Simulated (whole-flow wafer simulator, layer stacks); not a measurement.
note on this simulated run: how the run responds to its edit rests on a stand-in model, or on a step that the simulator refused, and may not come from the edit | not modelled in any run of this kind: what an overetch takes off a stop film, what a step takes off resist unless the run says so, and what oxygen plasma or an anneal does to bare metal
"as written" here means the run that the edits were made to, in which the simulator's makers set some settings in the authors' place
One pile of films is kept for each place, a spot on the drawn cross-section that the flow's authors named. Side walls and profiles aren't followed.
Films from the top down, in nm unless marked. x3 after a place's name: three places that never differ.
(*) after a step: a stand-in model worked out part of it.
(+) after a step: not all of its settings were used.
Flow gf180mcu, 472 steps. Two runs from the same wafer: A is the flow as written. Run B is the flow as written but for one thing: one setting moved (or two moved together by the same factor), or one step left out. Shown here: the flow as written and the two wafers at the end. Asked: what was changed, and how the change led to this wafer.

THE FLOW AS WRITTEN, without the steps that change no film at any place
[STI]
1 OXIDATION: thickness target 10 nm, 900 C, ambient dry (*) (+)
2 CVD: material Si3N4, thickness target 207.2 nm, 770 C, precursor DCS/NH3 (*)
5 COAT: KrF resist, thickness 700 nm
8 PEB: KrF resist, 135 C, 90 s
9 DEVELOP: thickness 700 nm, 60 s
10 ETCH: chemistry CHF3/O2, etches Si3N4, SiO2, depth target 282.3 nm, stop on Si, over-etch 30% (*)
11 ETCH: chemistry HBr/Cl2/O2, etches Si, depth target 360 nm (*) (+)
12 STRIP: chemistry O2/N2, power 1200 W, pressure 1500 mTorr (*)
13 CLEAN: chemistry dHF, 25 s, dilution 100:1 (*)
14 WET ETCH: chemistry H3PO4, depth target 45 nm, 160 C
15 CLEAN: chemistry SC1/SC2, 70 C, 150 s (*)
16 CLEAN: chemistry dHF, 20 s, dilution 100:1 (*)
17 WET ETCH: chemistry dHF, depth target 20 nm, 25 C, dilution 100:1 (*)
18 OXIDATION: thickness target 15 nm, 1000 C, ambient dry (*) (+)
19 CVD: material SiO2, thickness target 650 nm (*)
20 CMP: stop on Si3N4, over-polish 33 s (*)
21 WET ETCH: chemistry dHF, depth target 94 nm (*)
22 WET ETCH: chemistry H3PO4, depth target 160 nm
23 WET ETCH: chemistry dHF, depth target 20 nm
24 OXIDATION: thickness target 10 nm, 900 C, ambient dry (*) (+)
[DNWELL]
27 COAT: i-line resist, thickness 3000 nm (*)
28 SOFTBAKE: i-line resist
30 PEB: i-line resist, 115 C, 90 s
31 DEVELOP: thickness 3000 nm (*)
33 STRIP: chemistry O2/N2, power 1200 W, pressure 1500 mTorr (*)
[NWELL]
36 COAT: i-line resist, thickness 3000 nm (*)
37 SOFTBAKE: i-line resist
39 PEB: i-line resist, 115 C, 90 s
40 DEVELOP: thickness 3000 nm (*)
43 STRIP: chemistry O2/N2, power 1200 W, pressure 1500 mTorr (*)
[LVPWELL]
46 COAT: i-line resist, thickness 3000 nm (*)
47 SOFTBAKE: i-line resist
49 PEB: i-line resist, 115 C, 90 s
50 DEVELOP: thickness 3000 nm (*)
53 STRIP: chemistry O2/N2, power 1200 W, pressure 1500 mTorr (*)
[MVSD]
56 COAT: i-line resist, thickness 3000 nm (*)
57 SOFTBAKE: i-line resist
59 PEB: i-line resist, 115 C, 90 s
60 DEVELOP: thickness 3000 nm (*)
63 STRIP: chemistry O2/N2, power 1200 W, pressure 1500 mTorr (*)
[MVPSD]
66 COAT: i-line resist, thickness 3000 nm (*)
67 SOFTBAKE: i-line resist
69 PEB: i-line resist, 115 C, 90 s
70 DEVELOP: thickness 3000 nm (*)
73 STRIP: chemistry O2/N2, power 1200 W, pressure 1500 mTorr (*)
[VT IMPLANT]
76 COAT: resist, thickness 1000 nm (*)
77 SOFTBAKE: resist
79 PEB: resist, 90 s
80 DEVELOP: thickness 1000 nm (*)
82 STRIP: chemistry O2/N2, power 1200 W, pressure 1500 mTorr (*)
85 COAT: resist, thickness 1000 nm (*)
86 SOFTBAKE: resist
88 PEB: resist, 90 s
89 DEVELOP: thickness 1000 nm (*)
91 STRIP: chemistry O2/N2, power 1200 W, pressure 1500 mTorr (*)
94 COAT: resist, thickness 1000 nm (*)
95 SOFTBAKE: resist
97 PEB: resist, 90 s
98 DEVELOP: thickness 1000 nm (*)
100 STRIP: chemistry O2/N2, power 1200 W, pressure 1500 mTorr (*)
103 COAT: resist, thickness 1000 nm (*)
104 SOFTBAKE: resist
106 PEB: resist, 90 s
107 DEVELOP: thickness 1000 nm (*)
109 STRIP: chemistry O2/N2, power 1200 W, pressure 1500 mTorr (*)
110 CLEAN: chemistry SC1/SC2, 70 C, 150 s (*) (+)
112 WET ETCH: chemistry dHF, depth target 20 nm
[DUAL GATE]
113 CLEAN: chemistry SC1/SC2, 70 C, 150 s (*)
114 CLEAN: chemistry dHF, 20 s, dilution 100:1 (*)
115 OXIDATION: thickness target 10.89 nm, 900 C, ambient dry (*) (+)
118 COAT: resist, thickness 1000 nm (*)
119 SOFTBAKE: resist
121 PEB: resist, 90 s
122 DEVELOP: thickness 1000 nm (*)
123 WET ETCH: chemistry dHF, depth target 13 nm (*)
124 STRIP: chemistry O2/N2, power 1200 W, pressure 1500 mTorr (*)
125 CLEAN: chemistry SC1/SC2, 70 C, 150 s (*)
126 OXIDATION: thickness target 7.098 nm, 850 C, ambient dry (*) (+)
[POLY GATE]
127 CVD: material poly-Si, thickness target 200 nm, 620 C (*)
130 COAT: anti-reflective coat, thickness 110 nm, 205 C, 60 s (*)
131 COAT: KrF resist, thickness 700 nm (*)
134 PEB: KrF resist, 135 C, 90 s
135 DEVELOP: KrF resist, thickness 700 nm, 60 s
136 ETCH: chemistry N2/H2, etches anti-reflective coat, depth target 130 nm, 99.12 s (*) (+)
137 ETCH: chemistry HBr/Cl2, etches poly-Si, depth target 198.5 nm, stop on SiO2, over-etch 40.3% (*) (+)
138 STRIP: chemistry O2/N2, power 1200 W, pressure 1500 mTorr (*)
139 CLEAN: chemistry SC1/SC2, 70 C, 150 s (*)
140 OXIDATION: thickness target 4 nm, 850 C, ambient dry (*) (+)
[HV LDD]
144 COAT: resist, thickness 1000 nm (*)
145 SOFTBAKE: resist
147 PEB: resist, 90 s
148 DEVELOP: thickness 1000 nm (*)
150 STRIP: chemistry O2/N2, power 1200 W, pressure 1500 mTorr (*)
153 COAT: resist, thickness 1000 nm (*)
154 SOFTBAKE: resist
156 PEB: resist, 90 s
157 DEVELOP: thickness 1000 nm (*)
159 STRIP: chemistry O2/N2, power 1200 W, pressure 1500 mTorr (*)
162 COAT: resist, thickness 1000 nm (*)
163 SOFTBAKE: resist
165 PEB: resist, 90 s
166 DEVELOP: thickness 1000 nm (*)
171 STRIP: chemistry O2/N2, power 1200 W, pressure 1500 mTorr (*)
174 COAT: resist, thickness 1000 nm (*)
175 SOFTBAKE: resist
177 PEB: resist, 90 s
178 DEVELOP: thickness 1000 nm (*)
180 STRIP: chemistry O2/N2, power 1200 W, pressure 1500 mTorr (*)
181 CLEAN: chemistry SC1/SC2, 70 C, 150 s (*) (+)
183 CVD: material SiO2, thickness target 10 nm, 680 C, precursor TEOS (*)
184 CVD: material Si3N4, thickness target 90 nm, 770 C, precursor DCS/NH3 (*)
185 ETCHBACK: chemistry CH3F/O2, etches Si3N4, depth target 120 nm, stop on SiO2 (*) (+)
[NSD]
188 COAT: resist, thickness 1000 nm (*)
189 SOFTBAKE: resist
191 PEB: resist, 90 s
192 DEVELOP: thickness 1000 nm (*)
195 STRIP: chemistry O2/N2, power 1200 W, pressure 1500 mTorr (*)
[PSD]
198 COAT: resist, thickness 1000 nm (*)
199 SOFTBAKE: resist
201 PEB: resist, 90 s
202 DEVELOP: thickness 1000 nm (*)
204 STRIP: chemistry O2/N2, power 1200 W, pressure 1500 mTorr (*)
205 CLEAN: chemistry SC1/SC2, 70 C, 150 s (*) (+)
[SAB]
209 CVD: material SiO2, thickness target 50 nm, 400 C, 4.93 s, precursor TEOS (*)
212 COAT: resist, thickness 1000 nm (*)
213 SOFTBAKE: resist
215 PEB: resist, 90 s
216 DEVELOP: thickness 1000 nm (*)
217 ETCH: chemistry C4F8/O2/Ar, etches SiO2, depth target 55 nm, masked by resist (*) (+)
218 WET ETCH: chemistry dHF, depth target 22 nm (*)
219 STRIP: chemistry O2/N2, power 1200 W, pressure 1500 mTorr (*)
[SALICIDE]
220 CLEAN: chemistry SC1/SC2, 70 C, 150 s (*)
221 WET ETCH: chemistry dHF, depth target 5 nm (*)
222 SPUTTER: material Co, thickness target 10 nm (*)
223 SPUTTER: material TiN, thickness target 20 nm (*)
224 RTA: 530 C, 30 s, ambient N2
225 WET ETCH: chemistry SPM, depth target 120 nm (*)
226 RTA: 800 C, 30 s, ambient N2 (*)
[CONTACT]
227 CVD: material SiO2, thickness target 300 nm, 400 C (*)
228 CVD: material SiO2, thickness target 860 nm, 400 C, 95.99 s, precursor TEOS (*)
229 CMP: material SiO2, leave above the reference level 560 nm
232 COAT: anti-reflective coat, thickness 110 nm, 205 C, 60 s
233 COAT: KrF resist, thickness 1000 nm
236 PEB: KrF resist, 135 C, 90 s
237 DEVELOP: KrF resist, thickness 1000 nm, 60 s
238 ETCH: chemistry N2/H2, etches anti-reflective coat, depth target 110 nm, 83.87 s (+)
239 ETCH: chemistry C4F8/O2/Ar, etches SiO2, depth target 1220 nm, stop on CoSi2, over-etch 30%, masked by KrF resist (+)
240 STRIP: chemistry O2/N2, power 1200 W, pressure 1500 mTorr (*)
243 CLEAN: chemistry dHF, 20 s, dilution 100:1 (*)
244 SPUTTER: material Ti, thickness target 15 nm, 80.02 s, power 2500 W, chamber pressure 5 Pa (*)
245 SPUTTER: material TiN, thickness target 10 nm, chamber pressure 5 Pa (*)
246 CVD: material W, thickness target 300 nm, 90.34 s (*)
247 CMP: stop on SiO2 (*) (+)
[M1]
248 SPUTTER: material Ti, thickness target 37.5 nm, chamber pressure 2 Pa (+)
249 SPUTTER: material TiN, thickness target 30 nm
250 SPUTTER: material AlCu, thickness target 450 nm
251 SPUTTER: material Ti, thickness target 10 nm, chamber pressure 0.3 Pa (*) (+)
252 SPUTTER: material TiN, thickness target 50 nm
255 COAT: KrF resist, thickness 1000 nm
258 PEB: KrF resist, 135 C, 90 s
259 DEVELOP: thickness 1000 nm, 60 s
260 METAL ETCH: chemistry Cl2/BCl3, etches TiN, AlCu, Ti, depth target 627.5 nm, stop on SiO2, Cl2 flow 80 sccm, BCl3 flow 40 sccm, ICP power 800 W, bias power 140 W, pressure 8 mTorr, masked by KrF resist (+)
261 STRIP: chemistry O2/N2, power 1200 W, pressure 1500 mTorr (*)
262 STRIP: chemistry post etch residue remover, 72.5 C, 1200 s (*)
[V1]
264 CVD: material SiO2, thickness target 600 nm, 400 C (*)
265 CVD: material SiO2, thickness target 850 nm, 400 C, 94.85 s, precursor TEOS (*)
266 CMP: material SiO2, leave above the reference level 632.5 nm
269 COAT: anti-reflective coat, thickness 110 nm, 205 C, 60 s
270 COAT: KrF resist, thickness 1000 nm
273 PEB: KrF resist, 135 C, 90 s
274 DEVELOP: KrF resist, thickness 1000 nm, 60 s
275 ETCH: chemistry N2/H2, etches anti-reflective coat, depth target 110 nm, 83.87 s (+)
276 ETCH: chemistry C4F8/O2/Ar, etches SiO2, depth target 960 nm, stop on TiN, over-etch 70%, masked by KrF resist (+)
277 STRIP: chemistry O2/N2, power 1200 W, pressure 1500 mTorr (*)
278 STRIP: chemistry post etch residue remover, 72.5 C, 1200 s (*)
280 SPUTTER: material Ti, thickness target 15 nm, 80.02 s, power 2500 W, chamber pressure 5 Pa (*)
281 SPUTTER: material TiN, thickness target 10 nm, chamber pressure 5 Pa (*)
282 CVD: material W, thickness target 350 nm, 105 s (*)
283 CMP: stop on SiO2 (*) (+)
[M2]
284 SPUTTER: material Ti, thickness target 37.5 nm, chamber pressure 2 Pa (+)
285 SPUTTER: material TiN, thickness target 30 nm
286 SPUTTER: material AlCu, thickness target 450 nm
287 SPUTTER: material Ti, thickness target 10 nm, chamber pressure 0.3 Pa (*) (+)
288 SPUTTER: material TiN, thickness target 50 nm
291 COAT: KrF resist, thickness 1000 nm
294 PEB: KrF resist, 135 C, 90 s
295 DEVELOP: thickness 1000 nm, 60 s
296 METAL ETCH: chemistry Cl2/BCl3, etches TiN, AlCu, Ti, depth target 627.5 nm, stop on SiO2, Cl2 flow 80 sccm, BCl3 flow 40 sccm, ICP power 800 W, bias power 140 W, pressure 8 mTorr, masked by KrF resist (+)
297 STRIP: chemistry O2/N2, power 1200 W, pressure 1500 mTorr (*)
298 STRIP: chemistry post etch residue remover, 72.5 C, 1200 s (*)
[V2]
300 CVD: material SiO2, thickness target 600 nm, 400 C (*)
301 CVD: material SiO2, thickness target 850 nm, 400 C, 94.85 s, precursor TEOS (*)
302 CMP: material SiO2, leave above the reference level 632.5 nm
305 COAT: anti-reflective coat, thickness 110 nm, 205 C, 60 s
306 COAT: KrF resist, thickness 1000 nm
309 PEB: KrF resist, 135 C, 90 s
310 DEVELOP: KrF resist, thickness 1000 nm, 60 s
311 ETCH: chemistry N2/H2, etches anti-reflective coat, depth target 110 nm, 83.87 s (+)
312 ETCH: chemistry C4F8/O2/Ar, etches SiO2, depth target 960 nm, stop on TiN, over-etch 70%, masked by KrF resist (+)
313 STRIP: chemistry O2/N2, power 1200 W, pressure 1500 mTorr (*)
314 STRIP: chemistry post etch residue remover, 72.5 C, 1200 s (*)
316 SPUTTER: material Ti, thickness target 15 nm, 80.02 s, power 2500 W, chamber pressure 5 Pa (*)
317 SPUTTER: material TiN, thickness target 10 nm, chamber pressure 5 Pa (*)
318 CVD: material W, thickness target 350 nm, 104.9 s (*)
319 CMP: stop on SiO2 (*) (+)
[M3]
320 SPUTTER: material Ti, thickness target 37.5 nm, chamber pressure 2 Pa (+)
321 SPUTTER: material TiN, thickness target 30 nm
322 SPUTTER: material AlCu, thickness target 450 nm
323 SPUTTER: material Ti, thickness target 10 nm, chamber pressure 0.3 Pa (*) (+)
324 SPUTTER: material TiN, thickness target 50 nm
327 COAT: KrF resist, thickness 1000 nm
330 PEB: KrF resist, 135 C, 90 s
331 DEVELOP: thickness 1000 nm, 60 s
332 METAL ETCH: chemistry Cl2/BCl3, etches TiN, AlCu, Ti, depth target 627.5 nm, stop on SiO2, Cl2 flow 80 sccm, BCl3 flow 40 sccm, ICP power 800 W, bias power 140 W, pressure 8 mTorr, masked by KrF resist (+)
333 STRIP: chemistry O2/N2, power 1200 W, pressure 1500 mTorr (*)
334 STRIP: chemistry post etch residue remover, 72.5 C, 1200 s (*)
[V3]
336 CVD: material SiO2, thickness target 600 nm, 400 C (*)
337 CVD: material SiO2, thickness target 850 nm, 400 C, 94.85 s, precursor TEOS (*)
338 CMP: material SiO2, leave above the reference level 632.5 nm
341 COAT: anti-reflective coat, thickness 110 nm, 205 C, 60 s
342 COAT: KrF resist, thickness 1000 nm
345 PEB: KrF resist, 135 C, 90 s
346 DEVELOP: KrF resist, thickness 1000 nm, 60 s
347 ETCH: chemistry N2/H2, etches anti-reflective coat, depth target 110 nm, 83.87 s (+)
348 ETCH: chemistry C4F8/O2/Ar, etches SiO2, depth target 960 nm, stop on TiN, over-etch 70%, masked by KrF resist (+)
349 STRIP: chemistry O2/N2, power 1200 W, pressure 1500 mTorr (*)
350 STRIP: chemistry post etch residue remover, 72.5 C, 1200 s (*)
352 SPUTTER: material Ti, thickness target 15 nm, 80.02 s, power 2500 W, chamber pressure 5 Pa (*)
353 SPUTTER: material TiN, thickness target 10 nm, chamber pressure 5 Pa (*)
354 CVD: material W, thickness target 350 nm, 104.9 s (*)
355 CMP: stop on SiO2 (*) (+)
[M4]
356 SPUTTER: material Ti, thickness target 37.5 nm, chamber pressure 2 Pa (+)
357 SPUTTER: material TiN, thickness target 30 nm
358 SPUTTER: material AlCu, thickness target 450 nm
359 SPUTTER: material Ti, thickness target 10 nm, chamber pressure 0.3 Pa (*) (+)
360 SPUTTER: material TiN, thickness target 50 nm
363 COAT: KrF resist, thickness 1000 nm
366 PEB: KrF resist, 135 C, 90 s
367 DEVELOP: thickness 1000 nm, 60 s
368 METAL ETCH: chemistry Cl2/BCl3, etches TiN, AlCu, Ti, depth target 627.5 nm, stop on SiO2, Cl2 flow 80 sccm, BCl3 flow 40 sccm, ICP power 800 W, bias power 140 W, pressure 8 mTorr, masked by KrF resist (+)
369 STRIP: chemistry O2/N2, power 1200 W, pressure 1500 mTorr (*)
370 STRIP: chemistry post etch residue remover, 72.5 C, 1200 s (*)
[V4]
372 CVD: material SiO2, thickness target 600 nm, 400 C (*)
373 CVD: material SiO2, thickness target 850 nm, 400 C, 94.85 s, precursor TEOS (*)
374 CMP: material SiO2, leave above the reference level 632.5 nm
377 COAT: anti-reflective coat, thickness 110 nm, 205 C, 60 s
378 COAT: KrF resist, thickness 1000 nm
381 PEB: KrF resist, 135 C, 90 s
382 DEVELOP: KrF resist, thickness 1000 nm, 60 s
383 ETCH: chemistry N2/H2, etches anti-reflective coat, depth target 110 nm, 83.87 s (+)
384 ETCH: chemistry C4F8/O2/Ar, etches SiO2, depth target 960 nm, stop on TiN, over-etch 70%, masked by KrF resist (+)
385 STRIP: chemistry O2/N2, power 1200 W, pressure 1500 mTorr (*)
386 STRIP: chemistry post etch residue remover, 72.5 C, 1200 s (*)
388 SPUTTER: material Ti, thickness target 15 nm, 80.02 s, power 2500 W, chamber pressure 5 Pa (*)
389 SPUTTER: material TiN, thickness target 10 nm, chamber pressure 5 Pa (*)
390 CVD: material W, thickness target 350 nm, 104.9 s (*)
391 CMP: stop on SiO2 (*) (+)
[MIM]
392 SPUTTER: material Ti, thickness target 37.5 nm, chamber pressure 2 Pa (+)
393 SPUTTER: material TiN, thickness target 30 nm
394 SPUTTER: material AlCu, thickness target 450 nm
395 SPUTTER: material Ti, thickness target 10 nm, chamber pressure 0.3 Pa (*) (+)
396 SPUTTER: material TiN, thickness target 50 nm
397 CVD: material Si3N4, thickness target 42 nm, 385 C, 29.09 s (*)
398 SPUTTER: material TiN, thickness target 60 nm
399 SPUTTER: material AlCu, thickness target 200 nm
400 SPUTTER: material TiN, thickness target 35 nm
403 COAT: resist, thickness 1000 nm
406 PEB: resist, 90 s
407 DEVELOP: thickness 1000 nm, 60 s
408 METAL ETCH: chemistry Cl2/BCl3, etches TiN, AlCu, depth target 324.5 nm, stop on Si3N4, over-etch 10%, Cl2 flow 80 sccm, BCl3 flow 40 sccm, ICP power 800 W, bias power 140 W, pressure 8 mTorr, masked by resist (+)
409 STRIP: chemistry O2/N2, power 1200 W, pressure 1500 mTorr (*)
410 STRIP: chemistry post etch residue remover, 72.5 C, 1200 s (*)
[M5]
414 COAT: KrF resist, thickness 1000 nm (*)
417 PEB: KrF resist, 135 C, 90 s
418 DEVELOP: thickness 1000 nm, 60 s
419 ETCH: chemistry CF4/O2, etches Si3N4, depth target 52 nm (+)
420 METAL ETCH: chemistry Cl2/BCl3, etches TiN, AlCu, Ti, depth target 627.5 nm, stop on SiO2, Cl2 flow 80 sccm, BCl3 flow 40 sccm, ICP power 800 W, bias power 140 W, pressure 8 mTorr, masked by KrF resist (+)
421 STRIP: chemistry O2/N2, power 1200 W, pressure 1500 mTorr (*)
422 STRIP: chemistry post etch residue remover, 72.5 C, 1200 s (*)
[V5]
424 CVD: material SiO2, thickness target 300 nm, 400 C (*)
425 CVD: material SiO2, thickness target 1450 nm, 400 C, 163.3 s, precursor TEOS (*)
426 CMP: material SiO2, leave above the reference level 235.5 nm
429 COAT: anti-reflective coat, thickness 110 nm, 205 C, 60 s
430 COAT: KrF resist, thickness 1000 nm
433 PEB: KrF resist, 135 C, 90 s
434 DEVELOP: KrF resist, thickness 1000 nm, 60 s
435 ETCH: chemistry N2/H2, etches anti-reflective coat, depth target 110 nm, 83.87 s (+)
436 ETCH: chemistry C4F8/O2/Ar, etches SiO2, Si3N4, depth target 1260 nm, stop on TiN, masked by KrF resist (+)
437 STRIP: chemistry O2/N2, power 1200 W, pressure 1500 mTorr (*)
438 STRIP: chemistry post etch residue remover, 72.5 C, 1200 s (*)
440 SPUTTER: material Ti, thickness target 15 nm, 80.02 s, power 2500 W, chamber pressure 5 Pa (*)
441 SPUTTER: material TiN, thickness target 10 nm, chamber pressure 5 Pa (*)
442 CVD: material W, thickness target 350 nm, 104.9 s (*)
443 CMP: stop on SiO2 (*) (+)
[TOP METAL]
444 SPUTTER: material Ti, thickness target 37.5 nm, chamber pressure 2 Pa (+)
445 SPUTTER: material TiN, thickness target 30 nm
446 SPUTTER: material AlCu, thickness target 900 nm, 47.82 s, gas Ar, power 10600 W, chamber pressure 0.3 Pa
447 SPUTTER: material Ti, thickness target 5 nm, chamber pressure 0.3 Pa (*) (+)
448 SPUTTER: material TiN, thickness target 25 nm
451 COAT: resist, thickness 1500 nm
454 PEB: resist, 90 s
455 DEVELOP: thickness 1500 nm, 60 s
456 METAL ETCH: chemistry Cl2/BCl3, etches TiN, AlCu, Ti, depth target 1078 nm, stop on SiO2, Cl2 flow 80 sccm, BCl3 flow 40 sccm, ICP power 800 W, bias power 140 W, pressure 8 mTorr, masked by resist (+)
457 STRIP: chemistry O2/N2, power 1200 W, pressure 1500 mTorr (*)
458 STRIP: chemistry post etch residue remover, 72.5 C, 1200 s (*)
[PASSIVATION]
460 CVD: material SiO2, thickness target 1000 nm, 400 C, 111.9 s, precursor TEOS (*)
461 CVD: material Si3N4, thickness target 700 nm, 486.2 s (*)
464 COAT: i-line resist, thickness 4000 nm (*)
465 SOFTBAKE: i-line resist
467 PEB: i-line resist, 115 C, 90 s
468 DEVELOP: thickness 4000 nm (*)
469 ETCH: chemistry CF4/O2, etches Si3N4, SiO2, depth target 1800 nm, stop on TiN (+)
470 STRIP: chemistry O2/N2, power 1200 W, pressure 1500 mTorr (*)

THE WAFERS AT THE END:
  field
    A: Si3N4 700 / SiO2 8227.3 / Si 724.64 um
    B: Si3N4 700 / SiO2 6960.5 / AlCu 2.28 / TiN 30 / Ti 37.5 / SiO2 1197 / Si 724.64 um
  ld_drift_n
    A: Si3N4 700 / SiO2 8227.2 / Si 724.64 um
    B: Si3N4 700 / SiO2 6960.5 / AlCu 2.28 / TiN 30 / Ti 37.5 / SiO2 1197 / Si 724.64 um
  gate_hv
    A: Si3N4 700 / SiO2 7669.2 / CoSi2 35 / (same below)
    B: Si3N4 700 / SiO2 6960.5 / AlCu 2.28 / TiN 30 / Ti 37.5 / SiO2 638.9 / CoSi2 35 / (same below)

The cause: step 260, METAL ETCH: depth target 502 nm was run, where the flow has depth target 627.5 nm.

How the change led to this, step by step:
  260 METAL ETCH: chemistry Cl2/BCl3, etches TiN, AlCu, Ti, depth target 627.5 nm, stop on SiO2, Cl2 flow 80 sccm, BCl3 flow 40 sccm, ICP power 800 W, bias power 140 W, pressure 8 mTorr, masked by KrF resist (+)
      field, field__w1, field__w2 and 99 more: A TiN -50 (all of it), Ti -10 (all of it), AlCu -450 (all of it), TiN -30 (all of it), Ti -37.5 (all of it) | B TiN -50 (all of it), Ti -10 (all of it), AlCu -442
      field__w8, contact, m1 and 6 more: A KrF resist -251 | B KrF resist -200.8
  261 STRIP: chemistry O2/N2, power 1200 W, pressure 1500 mTorr (*)
      field__w8, contact, m1 and 6 more: A KrF resist -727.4 (all of it) | B KrF resist -777.6 (all of it)
  262 STRIP: chemistry post etch residue remover, 72.5 C, 1200 s (*)
      field, field__w1, field__w2 and 99 more: A nothing | B AlCu -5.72
  264 CVD: material SiO2, thickness target 600 nm, 400 C (*)
      field, field__w1, field__w2 and 99 more: A SiO2 +600 | B SiO2 +600 (new film)
  266 CMP: material SiO2, leave above the reference level 632.5 nm
      field, field__w1, field__w2 and 99 more: A SiO2 -300 | B SiO2 -369.8
Counting metal films that touch as one body, field has 1 body; the flow as written gives 0 bodies.
Counting metal films that touch as one body, ld_drift_n has 1 body; the flow as written gives 0 bodies.
Counting metal films that touch as one body, gate_hv has 2 bodies (between them, from the top down: SiO2 638.9); the flow as written gives 1 body.
